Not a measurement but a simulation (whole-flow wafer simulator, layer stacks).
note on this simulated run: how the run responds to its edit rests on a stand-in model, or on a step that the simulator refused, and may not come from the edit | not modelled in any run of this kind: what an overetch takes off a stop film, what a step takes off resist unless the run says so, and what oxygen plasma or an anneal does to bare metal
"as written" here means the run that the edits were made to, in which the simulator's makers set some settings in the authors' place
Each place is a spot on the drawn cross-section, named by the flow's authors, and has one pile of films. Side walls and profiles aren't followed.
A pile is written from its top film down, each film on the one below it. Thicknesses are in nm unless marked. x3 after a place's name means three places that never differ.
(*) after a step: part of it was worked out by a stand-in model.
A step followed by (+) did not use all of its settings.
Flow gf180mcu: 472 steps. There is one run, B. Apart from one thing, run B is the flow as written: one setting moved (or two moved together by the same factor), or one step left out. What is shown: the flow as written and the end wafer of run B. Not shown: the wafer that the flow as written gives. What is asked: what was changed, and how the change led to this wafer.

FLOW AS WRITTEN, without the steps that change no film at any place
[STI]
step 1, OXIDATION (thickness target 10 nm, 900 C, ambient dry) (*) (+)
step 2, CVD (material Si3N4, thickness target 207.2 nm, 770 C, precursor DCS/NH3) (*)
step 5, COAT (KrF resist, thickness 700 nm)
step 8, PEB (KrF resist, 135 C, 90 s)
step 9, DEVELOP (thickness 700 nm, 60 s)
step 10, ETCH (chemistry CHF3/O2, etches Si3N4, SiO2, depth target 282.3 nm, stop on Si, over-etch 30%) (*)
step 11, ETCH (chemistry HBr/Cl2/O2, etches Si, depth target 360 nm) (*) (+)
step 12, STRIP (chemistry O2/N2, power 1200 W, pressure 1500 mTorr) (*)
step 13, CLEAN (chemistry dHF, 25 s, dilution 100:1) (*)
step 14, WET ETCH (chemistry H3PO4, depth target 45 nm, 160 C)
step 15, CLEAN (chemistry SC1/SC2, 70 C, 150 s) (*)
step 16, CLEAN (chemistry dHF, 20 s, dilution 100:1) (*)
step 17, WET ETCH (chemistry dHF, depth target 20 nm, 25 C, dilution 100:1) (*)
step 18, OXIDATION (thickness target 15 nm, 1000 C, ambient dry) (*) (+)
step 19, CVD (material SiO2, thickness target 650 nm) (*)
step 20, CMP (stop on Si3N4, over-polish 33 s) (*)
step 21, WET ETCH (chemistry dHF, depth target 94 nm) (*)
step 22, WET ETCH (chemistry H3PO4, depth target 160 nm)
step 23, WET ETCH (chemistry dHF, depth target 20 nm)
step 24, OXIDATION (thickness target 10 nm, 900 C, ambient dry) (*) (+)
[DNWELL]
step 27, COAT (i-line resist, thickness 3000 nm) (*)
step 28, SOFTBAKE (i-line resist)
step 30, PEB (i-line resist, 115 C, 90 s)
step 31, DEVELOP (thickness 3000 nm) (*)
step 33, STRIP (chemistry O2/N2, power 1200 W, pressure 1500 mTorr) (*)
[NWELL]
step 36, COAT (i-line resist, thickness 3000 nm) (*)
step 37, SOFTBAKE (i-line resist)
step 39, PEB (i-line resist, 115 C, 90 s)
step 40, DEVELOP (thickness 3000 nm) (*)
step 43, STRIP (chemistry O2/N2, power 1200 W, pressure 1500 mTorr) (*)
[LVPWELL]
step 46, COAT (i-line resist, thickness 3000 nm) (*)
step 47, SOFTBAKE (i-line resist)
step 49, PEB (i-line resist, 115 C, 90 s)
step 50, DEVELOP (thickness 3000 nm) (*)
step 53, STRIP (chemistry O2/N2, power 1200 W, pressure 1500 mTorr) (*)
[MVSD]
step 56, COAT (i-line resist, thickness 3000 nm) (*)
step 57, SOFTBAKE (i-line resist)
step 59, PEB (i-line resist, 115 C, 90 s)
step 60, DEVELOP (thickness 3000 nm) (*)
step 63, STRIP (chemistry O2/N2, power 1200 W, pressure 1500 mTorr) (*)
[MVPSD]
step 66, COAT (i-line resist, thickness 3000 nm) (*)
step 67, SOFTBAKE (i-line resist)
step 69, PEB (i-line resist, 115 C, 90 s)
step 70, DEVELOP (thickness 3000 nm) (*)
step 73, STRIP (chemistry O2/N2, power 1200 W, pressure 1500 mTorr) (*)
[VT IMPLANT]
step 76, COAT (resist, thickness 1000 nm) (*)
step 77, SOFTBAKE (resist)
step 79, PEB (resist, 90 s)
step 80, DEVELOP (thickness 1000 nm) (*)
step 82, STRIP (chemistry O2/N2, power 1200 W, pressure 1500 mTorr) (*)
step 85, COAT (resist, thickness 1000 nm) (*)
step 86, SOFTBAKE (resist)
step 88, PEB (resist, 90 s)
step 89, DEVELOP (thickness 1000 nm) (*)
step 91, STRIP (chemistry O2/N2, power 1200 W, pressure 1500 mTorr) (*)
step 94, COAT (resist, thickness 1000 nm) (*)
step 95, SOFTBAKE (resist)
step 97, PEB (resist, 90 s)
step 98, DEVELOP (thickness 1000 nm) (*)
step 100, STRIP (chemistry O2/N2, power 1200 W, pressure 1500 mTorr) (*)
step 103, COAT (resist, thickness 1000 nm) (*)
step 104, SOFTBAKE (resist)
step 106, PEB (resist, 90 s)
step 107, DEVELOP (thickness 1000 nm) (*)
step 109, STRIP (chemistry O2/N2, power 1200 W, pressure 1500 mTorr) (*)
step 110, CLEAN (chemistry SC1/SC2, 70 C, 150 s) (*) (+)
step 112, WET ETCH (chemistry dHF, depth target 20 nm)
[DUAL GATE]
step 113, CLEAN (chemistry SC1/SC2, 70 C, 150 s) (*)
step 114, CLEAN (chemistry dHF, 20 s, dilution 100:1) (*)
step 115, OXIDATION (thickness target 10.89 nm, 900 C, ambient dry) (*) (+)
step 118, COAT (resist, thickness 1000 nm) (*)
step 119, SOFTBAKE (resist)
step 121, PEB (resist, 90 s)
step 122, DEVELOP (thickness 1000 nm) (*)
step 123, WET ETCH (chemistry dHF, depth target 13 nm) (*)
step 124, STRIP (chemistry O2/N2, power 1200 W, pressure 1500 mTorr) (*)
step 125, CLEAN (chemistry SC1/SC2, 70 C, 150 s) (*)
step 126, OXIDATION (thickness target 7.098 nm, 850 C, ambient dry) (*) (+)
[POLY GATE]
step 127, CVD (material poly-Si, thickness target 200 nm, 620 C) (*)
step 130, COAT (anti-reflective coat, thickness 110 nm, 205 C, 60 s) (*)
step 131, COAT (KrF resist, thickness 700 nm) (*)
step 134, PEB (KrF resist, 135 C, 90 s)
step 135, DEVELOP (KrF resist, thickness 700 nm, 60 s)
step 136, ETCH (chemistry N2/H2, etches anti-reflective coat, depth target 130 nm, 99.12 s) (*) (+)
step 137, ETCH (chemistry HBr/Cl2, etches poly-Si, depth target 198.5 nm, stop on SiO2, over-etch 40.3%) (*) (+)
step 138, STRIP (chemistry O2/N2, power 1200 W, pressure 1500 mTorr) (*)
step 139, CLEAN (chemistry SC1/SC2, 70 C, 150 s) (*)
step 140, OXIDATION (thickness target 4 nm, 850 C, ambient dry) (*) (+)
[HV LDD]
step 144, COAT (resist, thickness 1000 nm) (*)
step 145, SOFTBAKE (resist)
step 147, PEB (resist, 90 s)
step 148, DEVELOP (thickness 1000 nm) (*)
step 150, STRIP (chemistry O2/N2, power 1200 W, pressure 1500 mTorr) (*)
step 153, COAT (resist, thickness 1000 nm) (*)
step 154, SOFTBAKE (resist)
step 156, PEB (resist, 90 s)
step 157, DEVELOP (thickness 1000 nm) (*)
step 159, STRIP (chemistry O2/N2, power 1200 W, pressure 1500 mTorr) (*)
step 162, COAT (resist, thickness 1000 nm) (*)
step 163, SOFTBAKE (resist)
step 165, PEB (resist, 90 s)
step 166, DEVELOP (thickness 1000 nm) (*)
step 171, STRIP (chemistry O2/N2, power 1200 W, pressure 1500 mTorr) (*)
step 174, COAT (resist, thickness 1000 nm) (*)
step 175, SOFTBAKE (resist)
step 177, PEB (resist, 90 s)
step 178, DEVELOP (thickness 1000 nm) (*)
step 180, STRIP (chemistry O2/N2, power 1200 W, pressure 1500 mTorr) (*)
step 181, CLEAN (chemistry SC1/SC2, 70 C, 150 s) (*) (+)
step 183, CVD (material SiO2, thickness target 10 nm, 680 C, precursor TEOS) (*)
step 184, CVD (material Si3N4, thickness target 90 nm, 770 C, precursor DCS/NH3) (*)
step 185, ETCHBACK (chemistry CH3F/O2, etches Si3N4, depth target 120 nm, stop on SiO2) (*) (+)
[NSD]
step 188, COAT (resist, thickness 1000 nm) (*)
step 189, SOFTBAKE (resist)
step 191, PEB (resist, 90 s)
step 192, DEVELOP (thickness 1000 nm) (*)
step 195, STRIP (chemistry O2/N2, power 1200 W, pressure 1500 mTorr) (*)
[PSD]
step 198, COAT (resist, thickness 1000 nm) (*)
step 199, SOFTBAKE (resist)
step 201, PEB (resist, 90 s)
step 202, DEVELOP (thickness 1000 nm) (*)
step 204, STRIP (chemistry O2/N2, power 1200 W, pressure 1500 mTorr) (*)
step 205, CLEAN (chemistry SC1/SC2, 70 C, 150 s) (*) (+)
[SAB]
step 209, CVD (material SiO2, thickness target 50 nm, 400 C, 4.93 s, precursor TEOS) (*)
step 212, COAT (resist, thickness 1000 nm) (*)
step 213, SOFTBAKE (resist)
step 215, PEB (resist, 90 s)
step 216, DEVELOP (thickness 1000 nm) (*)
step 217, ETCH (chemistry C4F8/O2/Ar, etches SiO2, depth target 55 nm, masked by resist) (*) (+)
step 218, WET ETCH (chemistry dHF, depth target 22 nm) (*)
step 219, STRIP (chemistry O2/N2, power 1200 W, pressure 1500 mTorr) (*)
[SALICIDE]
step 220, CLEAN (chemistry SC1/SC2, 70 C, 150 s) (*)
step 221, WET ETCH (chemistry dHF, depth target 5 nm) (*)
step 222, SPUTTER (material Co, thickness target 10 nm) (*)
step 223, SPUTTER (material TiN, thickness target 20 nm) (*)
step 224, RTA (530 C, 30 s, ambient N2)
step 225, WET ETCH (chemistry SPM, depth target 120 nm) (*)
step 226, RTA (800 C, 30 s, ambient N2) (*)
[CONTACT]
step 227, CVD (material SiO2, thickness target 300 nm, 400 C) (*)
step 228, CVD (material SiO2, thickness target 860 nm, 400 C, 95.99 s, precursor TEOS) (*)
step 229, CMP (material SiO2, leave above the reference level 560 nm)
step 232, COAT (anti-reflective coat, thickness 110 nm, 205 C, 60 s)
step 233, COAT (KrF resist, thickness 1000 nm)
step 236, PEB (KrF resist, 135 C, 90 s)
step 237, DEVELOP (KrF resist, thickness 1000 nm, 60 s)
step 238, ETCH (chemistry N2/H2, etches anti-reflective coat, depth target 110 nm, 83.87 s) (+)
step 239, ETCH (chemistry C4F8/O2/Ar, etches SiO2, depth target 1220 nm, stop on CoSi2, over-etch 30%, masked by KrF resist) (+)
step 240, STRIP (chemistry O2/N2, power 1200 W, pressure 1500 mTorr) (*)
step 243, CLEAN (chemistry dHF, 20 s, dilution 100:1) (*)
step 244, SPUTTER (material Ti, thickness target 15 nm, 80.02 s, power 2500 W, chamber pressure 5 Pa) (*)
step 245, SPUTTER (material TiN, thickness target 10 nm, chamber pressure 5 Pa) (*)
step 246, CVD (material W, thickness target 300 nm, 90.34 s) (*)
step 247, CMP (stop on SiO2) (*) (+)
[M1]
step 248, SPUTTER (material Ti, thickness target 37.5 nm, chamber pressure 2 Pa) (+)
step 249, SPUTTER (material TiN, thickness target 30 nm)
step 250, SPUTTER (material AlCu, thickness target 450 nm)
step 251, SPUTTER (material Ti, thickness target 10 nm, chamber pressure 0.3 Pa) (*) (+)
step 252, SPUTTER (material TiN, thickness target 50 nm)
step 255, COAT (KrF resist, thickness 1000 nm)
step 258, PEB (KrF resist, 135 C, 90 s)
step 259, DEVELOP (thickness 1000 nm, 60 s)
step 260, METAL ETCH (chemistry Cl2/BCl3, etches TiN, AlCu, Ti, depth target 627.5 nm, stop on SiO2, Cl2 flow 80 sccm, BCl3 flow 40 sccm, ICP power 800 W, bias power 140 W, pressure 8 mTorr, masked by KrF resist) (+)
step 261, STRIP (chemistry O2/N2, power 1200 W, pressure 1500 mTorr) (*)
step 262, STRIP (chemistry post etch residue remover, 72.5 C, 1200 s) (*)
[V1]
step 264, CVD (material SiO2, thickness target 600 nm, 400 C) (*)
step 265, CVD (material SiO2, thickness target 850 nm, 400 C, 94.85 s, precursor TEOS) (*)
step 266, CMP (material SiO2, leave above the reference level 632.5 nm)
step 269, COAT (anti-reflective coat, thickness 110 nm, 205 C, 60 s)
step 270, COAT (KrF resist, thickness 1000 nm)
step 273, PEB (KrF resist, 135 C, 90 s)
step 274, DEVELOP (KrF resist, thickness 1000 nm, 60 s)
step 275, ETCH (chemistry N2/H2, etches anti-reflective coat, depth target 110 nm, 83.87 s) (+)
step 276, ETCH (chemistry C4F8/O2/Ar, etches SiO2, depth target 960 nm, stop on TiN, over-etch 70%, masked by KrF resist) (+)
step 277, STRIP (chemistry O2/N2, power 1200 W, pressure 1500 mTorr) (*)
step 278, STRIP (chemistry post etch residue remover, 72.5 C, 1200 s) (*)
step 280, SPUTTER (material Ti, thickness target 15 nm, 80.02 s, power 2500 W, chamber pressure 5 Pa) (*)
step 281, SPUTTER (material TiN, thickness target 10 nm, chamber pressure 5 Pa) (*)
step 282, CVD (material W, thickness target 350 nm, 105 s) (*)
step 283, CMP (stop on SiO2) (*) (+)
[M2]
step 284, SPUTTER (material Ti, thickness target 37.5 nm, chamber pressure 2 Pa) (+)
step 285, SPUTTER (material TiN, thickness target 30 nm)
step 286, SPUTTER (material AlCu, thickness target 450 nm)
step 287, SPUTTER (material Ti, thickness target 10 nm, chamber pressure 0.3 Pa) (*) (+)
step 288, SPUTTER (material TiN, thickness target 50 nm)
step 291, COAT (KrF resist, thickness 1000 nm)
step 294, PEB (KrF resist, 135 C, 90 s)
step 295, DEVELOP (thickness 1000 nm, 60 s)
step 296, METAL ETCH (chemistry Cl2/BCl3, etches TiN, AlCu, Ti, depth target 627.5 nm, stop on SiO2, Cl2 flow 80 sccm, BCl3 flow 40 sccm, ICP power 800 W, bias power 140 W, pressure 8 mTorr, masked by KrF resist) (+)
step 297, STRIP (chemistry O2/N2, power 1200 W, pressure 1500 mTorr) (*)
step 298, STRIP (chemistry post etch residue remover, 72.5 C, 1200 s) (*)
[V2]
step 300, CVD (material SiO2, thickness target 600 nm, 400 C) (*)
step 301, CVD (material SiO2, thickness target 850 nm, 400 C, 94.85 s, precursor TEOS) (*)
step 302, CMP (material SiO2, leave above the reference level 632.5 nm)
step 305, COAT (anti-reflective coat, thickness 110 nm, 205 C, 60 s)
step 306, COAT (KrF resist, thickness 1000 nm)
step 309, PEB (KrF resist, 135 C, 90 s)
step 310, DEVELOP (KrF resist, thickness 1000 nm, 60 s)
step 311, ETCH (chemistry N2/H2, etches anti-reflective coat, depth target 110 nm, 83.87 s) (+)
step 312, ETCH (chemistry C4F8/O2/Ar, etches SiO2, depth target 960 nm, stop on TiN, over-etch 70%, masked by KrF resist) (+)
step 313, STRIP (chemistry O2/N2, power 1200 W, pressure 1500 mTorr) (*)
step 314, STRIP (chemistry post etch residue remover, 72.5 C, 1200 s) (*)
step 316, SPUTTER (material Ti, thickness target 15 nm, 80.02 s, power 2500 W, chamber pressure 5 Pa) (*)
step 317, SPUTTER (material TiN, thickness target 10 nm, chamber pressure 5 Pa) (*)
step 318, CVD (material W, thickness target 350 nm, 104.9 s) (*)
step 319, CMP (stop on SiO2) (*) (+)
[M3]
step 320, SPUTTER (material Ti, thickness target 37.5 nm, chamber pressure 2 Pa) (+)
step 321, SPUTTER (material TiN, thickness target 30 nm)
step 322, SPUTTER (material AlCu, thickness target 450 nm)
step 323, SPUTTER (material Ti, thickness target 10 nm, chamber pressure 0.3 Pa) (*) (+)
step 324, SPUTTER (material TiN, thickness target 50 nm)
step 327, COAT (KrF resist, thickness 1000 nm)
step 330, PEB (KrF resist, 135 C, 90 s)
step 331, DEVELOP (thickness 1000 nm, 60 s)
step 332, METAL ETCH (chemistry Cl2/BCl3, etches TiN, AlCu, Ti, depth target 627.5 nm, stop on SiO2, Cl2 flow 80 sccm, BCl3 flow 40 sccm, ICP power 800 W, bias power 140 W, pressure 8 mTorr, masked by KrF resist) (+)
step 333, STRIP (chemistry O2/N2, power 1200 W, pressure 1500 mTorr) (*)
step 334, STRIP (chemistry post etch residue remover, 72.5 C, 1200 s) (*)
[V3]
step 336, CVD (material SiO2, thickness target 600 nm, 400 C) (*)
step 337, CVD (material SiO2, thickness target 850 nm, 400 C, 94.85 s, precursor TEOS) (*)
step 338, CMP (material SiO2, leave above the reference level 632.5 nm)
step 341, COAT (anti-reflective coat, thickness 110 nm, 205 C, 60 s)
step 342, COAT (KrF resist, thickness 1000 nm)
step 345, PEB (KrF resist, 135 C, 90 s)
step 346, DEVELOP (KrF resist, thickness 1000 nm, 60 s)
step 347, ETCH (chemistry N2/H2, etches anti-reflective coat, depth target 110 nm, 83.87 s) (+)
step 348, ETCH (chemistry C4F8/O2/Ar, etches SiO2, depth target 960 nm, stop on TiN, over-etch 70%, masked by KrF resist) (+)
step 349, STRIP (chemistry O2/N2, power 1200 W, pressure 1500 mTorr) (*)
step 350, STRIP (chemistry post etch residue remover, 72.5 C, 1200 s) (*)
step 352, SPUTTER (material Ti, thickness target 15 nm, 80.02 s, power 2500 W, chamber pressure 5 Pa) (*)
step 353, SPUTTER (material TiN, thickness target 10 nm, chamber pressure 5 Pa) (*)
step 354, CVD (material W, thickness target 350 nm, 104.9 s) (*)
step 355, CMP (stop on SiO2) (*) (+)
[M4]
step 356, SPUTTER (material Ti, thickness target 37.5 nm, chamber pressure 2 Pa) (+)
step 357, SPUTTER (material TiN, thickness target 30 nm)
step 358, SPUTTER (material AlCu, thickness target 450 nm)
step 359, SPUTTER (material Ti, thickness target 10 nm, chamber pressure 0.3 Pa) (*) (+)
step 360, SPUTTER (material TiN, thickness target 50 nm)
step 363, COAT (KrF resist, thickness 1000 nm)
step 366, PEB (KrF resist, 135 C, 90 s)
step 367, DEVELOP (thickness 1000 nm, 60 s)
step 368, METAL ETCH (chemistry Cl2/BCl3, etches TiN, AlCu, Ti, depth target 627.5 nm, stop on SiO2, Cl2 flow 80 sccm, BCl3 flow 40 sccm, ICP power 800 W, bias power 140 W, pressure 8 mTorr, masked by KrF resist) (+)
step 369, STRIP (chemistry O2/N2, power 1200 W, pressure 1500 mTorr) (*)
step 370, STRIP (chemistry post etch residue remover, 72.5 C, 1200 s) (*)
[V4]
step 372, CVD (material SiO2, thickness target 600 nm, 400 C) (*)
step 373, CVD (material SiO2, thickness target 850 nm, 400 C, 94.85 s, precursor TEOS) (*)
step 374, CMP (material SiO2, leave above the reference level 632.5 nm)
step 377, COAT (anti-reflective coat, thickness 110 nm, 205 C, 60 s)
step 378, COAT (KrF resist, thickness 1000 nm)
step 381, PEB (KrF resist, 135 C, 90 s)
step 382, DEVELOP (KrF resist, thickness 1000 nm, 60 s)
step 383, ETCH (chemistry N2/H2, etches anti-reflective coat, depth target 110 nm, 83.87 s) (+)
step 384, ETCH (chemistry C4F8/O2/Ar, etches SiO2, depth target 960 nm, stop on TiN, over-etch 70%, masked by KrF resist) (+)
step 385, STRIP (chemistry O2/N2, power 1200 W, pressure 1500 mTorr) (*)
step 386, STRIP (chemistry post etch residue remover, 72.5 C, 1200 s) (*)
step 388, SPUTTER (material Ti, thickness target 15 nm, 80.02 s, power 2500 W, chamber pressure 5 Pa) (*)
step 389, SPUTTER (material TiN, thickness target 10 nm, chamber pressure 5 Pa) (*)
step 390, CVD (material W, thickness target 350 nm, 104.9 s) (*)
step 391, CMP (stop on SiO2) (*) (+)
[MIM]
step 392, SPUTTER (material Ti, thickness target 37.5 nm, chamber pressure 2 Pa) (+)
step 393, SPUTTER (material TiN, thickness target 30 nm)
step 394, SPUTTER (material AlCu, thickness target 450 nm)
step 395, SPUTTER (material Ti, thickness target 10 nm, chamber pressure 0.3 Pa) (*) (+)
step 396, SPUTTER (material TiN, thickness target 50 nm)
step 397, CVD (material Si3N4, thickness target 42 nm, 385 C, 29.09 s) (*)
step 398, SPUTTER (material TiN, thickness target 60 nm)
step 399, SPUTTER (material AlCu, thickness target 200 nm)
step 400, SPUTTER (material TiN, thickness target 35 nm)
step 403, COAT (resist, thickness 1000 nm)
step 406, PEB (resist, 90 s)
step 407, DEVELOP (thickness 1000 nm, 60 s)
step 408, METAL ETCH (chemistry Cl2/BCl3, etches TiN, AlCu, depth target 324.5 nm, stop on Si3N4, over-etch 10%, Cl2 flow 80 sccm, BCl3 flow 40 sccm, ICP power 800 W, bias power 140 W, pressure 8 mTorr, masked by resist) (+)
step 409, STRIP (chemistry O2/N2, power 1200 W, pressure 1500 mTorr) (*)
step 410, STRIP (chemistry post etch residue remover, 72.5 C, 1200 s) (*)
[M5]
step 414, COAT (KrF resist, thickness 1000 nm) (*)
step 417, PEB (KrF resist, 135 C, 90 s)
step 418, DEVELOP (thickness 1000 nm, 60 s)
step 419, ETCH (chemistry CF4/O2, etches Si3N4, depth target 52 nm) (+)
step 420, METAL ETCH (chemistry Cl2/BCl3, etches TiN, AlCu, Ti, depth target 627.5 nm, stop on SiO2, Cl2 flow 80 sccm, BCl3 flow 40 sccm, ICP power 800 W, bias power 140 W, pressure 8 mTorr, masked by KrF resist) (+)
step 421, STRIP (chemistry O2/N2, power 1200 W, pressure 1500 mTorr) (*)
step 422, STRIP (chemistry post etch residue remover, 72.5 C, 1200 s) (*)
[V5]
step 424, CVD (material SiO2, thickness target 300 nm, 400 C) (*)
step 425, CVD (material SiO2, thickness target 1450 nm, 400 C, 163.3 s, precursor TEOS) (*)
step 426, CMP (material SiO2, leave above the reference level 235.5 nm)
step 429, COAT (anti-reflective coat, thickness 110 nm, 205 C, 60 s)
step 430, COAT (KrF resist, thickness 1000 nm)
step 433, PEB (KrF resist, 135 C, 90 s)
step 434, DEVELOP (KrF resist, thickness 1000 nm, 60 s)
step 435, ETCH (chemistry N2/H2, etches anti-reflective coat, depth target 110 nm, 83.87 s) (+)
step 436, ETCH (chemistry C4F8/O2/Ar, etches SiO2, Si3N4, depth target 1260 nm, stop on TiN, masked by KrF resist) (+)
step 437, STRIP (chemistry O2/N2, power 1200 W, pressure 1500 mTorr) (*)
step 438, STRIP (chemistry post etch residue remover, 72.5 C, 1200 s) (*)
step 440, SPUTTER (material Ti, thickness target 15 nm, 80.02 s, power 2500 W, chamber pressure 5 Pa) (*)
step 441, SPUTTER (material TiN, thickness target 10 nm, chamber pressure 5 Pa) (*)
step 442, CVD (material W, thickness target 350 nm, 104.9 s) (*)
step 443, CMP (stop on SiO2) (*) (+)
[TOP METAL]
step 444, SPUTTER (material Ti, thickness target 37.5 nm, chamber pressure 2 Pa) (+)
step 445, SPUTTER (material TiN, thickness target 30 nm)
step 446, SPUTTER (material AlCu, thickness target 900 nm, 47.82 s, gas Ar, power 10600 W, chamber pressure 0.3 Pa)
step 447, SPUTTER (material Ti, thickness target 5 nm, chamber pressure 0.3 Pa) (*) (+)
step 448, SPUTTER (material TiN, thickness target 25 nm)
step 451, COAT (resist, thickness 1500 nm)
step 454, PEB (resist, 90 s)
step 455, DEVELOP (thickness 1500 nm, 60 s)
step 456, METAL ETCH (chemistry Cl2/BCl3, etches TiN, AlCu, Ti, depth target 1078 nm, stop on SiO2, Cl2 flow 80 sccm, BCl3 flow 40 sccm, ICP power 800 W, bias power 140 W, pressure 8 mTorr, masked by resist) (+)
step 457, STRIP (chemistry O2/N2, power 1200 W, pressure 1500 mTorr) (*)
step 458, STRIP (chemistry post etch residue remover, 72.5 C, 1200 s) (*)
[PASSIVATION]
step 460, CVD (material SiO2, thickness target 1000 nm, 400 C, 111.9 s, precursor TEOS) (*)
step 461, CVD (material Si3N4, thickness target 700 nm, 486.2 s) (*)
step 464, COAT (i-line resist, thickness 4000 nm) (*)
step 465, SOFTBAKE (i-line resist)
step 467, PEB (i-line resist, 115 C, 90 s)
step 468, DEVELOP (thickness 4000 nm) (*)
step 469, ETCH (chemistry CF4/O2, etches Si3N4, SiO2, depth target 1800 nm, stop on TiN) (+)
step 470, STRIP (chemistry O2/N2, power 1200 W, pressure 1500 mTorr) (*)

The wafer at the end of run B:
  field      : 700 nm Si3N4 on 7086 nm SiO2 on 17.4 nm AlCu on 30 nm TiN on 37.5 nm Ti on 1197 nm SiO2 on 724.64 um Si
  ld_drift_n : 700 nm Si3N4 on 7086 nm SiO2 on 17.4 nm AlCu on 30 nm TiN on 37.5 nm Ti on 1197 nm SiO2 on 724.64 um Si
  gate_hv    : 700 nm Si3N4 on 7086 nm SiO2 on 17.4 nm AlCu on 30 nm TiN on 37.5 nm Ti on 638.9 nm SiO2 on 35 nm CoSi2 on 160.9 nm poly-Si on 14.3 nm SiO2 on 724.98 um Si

Cause: step 250, SPUTTER: thickness target 590.6 nm was run, whereas the flow has thickness target 450 nm.

How this came from the change, step by step:
  step 250, SPUTTER (material AlCu, thickness target 450 nm)
      field, field__w1, field__w2 and 108 more: AlCu gains 590.6 (new film) (in the flow as written it would be: AlCu gains 450 (new film))
  step 260, METAL ETCH (chemistry Cl2/BCl3, etches TiN, AlCu, Ti, depth target 627.5 nm, stop on SiO2, Cl2 flow 80 sccm, BCl3 flow 40 sccm, ICP power 800 W, bias power 140 W, pressure 8 mTorr, masked by KrF resist) (+)
      field, field__w1, field__w2 and 99 more: TiN loses 50 (all of it), Ti loses 10 (all of it), AlCu loses 567.5 (in the flow as written it would be: TiN loses 50 (all of it), Ti loses 10 (all of it), AlCu loses 450 (all of it), TiN loses 30 (all of it), Ti loses 37.5 (all of it))
  step 262, STRIP (chemistry post etch residue remover, 72.5 C, 1200 s) (*)
      field, field__w1, field__w2 and 99 more: AlCu loses 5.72 (in the flow as written it would be: nothing)
  step 264, CVD (material SiO2, thickness target 600 nm, 400 C) (*)
      field, field__w1, field__w2 and 99 more: SiO2 gains 600 (new film) (in the flow as written it would be: SiO2 gains 600)
  step 266, CMP (material SiO2, leave above the reference level 632.5 nm)
      field, field__w1, field__w2 and 99 more: SiO2 loses 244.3 (in the flow as written it would be: SiO2 loses 300)
With metal films that touch counted as one body, field has 1 body; the flow as written gives 0 bodies.
With metal films that touch counted as one body, ld_drift_n has 1 body; the flow as written gives 0 bodies.
With metal films that touch counted as one body, gate_hv has 2 bodies (between them, from the top down: SiO2 638.9); the flow as written gives 1 body.
